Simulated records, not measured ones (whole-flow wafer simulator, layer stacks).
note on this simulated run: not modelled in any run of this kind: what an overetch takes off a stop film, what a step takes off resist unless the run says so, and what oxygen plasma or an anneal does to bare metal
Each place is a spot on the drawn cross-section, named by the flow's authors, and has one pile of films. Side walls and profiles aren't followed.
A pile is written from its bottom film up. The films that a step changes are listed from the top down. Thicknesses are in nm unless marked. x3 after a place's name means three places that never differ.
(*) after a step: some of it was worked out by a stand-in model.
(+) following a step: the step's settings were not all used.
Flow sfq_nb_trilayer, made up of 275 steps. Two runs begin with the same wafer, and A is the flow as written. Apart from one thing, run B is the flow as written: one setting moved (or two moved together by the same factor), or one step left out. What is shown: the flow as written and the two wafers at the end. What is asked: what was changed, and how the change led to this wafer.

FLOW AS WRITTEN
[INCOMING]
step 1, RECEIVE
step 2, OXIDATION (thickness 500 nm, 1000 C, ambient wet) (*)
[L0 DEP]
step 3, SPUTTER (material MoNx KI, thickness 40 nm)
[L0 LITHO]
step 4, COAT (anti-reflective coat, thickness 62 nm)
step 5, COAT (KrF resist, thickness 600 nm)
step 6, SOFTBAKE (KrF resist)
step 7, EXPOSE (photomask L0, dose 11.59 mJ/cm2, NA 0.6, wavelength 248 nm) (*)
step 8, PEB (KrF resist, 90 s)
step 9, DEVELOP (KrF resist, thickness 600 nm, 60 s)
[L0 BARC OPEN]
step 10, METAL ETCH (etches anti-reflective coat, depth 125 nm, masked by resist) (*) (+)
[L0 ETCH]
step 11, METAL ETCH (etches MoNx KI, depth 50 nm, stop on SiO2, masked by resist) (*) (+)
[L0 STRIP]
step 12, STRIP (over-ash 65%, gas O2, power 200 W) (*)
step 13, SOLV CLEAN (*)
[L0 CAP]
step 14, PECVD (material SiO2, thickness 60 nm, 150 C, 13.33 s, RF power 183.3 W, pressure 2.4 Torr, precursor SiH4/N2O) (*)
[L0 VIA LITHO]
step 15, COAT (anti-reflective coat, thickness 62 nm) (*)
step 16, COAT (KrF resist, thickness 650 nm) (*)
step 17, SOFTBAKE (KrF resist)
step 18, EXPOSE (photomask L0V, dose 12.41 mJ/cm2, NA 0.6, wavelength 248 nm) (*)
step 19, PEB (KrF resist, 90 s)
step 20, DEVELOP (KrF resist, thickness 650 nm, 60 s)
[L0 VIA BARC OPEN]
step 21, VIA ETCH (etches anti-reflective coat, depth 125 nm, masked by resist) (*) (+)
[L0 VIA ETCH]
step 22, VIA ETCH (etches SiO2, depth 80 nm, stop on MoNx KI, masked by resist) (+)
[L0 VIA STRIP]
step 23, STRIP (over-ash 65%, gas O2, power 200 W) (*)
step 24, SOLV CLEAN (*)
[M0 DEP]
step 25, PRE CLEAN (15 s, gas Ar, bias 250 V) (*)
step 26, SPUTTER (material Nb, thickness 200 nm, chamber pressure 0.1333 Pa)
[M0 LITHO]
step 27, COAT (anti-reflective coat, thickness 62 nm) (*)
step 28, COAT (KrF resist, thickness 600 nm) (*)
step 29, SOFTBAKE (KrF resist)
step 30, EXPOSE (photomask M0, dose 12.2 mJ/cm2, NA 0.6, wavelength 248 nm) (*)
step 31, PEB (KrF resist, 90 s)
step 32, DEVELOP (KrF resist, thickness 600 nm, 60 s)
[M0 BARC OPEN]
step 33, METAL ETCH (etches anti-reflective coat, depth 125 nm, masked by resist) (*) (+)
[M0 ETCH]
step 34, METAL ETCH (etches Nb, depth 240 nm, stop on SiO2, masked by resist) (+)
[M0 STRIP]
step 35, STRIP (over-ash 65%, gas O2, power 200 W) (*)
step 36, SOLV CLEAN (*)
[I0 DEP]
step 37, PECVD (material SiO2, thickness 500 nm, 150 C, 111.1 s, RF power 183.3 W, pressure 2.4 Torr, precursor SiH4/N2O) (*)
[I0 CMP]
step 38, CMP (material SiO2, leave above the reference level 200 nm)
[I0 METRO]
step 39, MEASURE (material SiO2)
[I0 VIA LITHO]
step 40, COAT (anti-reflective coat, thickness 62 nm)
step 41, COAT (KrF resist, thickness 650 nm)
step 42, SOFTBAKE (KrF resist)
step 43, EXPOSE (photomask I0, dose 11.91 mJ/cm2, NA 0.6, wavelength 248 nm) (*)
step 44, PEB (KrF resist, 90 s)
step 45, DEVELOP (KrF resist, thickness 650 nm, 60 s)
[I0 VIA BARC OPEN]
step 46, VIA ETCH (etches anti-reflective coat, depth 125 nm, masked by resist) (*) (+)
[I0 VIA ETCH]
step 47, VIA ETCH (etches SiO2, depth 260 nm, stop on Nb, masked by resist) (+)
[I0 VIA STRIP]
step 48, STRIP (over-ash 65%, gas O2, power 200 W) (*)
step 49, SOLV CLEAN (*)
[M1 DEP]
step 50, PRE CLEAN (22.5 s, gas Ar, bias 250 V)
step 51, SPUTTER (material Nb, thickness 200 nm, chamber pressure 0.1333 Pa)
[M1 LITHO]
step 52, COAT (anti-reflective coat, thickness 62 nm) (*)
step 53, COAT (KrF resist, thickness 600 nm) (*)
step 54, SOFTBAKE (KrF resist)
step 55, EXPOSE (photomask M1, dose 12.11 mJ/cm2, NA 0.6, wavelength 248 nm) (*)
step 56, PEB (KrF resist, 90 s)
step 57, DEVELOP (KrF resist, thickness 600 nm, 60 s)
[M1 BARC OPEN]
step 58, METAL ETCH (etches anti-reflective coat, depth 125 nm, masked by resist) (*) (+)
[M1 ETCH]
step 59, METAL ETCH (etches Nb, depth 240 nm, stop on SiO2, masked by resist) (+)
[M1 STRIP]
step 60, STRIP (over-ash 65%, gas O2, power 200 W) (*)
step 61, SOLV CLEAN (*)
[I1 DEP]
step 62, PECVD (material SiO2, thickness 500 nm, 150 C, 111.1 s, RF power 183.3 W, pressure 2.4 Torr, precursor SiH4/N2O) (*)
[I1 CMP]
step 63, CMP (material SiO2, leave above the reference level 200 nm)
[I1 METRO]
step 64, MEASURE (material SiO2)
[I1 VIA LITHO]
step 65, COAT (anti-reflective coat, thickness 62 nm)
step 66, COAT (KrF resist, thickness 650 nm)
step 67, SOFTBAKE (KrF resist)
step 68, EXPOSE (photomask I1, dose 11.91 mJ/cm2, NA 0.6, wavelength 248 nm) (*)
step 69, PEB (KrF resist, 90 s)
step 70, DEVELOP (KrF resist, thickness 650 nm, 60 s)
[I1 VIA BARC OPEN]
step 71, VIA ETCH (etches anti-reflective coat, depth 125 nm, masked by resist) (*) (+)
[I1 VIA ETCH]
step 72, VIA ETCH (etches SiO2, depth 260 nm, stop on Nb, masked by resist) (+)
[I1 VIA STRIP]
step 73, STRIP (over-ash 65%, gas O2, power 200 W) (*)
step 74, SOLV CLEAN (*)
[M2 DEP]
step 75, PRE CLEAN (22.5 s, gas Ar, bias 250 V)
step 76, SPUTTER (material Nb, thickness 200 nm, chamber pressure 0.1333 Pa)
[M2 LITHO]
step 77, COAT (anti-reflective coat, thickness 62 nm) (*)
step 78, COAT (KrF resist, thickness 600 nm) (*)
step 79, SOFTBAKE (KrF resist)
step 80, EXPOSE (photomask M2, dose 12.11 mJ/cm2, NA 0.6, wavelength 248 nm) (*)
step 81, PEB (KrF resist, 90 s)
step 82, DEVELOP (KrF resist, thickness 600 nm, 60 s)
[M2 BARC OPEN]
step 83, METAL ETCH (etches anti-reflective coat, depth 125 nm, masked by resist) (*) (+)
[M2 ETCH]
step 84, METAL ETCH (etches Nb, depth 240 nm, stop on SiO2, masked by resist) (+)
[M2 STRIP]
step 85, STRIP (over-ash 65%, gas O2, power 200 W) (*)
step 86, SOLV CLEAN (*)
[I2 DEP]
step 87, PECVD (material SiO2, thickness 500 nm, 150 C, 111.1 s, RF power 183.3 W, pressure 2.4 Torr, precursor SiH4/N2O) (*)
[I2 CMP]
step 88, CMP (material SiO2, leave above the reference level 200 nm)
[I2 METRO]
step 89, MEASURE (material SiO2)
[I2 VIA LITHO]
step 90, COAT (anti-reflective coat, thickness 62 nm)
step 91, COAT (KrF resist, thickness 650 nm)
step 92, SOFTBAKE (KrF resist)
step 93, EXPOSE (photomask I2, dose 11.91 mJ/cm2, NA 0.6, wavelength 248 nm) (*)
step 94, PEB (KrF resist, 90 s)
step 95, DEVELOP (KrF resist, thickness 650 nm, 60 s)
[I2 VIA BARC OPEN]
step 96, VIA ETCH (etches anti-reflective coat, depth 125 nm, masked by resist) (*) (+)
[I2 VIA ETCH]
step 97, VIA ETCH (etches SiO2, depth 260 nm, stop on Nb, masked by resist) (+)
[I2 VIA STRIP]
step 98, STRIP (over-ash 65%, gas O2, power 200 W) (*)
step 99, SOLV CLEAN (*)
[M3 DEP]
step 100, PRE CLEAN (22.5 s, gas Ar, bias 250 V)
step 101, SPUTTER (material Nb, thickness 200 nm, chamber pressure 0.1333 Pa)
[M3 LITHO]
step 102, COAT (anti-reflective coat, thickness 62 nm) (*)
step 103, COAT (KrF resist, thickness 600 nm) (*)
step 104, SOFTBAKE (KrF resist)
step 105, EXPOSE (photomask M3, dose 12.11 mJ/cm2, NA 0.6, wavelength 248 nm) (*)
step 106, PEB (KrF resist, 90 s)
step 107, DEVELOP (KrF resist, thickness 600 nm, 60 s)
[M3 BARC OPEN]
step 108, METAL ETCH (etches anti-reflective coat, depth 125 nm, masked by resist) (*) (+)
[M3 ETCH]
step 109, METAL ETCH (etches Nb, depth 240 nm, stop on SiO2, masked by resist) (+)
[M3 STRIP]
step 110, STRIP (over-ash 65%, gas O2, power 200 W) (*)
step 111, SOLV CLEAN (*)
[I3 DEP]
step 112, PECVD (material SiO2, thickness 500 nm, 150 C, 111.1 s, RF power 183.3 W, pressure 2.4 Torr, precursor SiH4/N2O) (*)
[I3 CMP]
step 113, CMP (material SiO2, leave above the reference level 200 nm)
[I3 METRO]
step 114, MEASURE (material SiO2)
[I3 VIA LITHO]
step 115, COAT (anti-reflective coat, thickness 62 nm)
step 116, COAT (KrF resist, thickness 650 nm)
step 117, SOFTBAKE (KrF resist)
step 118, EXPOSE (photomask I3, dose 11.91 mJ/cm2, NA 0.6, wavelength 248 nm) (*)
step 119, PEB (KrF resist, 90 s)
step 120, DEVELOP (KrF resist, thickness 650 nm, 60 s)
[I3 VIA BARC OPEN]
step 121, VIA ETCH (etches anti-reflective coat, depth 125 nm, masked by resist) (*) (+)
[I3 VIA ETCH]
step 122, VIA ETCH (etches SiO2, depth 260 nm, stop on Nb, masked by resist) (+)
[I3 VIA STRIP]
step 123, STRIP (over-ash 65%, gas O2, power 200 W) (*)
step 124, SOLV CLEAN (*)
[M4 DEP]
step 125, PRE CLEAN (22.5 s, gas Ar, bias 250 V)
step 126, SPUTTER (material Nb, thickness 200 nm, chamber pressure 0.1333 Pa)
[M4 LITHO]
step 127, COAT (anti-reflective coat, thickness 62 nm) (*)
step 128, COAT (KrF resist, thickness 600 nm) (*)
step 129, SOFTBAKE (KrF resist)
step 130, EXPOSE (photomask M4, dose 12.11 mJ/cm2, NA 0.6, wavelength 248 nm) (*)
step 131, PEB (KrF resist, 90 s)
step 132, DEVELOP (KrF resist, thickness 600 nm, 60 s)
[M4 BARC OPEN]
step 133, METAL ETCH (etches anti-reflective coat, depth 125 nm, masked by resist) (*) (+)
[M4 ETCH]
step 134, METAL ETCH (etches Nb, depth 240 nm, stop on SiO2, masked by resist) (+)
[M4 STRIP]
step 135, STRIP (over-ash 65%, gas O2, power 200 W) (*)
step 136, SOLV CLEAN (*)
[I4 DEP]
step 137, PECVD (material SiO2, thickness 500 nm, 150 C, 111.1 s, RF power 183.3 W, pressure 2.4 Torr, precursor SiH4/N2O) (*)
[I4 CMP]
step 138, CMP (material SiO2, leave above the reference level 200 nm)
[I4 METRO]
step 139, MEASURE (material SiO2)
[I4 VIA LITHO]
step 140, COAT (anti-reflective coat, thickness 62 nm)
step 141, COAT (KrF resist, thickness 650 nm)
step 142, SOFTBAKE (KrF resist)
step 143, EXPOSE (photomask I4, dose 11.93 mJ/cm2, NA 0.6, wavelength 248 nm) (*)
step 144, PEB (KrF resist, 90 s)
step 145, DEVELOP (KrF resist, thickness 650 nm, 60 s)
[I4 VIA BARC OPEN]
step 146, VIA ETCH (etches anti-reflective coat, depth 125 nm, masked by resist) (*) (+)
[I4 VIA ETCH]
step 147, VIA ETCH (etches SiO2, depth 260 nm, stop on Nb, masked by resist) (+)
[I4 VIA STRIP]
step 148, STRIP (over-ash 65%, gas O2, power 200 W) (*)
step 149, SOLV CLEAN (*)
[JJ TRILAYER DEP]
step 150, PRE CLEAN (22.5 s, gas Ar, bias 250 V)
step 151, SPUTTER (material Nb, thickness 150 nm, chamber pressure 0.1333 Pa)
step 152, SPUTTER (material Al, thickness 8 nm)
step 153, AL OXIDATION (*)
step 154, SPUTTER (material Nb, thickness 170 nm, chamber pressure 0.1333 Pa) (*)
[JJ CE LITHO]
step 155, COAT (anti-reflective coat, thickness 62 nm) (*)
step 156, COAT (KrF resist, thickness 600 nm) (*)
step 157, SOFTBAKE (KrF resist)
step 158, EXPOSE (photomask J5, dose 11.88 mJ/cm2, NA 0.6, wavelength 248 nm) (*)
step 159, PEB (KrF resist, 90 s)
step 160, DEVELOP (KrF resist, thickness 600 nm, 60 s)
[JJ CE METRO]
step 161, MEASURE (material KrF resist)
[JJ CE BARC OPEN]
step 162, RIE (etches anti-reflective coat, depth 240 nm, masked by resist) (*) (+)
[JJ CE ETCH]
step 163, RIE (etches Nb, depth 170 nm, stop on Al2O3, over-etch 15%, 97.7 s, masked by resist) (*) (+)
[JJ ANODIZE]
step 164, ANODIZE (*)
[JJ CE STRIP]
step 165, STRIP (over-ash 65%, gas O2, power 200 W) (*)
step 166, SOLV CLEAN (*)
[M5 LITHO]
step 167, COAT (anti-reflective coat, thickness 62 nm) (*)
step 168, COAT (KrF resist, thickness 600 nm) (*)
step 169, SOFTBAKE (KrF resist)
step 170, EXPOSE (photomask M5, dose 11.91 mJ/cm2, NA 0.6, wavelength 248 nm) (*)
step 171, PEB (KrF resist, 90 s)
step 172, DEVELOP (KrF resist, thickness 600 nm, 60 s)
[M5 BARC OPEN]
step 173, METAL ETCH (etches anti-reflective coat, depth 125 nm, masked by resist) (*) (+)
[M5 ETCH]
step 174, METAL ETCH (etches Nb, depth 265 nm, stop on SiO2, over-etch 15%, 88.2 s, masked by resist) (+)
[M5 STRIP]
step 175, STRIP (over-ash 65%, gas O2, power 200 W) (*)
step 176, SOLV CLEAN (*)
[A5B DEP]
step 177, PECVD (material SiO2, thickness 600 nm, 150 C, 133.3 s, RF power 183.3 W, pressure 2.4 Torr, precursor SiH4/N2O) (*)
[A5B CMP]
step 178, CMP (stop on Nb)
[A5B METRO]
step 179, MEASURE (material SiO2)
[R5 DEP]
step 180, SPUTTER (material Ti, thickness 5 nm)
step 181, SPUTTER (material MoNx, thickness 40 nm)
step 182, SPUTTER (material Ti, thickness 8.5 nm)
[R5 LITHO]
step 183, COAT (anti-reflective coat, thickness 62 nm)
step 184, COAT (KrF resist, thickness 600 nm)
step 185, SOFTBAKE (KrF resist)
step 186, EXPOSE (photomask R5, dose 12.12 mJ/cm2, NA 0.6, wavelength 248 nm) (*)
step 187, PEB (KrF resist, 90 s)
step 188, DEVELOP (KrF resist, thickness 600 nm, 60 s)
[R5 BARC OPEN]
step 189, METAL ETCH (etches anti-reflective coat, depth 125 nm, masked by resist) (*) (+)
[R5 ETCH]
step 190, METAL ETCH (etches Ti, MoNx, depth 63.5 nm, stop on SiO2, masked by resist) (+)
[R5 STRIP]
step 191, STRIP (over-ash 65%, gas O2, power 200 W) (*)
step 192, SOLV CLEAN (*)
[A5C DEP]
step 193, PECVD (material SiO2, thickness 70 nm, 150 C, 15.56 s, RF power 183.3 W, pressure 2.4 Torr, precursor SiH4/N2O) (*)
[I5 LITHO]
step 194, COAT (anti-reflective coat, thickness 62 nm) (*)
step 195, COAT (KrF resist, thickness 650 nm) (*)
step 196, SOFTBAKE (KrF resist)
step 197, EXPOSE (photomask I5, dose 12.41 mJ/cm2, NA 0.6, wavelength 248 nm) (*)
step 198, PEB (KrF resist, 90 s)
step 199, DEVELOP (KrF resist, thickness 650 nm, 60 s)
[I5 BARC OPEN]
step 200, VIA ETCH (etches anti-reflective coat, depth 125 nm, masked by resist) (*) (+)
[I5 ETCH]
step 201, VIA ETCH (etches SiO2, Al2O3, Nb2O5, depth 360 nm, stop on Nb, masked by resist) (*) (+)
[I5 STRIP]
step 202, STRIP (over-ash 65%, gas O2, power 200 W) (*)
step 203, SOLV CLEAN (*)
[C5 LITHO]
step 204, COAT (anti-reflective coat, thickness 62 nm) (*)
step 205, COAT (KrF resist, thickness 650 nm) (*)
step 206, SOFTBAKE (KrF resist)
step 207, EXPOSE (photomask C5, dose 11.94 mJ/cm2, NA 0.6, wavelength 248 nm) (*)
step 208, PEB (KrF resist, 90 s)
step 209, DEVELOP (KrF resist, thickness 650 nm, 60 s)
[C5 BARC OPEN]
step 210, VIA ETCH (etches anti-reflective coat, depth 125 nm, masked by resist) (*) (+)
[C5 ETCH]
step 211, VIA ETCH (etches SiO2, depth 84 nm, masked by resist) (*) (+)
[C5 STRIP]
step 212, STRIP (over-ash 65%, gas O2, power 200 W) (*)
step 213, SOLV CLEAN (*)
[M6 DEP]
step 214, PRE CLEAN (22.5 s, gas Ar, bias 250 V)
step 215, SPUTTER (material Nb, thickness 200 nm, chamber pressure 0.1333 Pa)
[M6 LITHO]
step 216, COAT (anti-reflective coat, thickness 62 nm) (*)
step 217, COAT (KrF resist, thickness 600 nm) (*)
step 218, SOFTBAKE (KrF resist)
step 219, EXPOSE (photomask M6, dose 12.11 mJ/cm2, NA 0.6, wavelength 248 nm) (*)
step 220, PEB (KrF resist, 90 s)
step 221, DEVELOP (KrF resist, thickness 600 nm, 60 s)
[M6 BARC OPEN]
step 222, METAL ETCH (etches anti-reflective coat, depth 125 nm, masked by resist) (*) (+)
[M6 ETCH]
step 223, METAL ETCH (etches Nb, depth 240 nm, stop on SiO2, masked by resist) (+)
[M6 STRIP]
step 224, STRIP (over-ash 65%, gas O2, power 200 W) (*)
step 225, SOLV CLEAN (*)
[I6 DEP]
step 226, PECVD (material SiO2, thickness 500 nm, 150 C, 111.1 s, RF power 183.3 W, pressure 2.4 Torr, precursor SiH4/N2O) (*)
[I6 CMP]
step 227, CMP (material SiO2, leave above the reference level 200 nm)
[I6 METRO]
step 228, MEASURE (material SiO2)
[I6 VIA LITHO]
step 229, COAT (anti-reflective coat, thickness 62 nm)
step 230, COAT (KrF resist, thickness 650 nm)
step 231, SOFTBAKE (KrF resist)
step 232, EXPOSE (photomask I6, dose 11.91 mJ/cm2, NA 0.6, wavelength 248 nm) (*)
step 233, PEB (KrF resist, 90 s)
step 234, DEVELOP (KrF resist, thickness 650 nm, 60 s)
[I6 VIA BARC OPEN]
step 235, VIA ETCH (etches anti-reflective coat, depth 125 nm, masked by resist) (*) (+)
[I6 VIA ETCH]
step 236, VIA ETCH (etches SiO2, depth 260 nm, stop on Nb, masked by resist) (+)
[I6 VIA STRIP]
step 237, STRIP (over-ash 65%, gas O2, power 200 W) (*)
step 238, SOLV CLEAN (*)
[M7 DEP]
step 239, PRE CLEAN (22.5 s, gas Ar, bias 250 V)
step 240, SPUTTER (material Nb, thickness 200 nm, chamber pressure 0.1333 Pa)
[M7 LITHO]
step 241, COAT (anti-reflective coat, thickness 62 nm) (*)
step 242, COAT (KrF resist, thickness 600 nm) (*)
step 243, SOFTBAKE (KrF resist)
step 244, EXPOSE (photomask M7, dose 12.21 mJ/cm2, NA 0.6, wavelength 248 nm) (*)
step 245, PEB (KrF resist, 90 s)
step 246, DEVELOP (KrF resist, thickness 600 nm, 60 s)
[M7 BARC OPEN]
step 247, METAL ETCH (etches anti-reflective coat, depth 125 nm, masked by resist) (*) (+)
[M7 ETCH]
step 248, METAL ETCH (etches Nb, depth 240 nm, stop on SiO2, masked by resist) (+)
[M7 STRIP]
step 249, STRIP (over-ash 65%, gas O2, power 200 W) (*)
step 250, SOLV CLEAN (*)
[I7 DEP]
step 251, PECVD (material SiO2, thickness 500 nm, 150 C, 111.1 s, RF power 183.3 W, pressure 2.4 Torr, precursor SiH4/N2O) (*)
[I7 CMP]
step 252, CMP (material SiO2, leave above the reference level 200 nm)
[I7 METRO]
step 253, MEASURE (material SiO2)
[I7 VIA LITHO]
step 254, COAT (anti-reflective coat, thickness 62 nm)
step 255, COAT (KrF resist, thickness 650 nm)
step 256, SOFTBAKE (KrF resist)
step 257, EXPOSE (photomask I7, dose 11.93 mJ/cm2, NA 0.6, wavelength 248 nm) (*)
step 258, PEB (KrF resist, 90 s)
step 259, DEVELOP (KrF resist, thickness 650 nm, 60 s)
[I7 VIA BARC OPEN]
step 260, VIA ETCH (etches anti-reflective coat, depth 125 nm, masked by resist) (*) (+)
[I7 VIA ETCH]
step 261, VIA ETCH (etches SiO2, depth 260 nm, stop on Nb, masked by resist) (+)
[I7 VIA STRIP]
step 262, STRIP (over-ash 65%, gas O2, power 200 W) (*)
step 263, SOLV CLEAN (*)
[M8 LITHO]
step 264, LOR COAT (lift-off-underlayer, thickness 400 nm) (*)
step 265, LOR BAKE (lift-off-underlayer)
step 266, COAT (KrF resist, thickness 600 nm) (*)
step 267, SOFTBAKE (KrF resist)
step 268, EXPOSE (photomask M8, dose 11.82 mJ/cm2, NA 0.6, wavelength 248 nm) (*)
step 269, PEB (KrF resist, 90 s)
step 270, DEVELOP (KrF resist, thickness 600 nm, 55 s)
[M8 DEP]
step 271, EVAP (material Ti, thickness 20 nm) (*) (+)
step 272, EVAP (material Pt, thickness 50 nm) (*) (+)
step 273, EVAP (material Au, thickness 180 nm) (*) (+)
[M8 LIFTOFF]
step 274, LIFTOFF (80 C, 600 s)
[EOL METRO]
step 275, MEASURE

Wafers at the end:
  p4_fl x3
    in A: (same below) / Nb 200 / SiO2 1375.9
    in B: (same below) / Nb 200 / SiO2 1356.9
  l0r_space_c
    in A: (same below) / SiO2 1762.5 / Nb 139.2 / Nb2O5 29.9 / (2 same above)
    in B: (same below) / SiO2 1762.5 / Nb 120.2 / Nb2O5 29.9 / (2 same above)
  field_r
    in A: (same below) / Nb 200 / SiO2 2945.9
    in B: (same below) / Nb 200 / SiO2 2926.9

The reason: step 151, SPUTTER: thickness 131 nm was run, while the flow as written has thickness 150 nm.

How this came from the change, step by step:
  step 151, SPUTTER (material Nb, thickness 150 nm, chamber pressure 0.1333 Pa)
      field_l, v_sur, via_sp and 100 more: A Nb gains 150 (new film) | B Nb gains 131 (new film)
      via_wl, via_w, via_wr: A Nb gains 130.4 | B Nb gains 113.7
  step 155, COAT (anti-reflective coat, thickness 62 nm) (*)
      via_wl, via_wr: A anti-reflective coat gains 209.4 (new film) | B anti-reflective coat gains 204.4 (new film)
  step 162, RIE (etches anti-reflective coat, depth 240 nm, masked by resist) (*) (+)
      ce_l, c5j, ce_r, wl_jj: A KrF resist loses 209.4 | B KrF resist loses 204.4
      via_wl, via_wr: A anti-reflective coat loses 209.4 (all of it) | B anti-reflective coat loses 204.4 (all of it)
  step 167, COAT (anti-reflective coat, thickness 62 nm) (*)
      ce_l: A anti-reflective coat gains 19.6 (new film) | B anti-reflective coat gains 18.6 (new film)
      ce_r: A anti-reflective coat gains 19.7 (new film) | B anti-reflective coat gains 18.7 (new film)
  step 174, METAL ETCH (etches Nb, depth 265 nm, stop on SiO2, over-etch 15%, 88.2 s, masked by resist) (+)
      field_l, r_sur, res and 50 more: A Al2O3 loses 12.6 (all of it), Nb2O5 loses 29.9 (all of it), Nb loses 139.2 (all of it), SiO2 loses 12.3 | B Al2O3 loses 12.6 (all of it), Nb2O5 loses 29.9 (all of it), Nb loses 120.2 (all of it), SiO2 loses 14.2
  step 175, STRIP (over-ash 65%, gas O2, power 200 W) (*)
      ce_l: A KrF resist loses 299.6 (all of it), anti-reflective coat loses 19.6 (all of it) | B KrF resist loses 300.4 (all of it), anti-reflective coat loses 18.6 (all of it)
      ce_r: A KrF resist loses 299.9 (all of it), anti-reflective coat loses 19.7 (all of it) | B KrF resist loses 300.7 (all of it), anti-reflective coat loses 18.7 (all of it)
  step 178, CMP (stop on Nb)
      field_l, p4_fl x3, p4_w1 x9 and 29 more: A SiO2 loses 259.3 | B SiO2 loses 276.4
      r_sur, res, r_end, moat, field_r, lsp_l: A SiO2 loses 252.3 | B SiO2 loses 270
      (as well as at 5 more places)
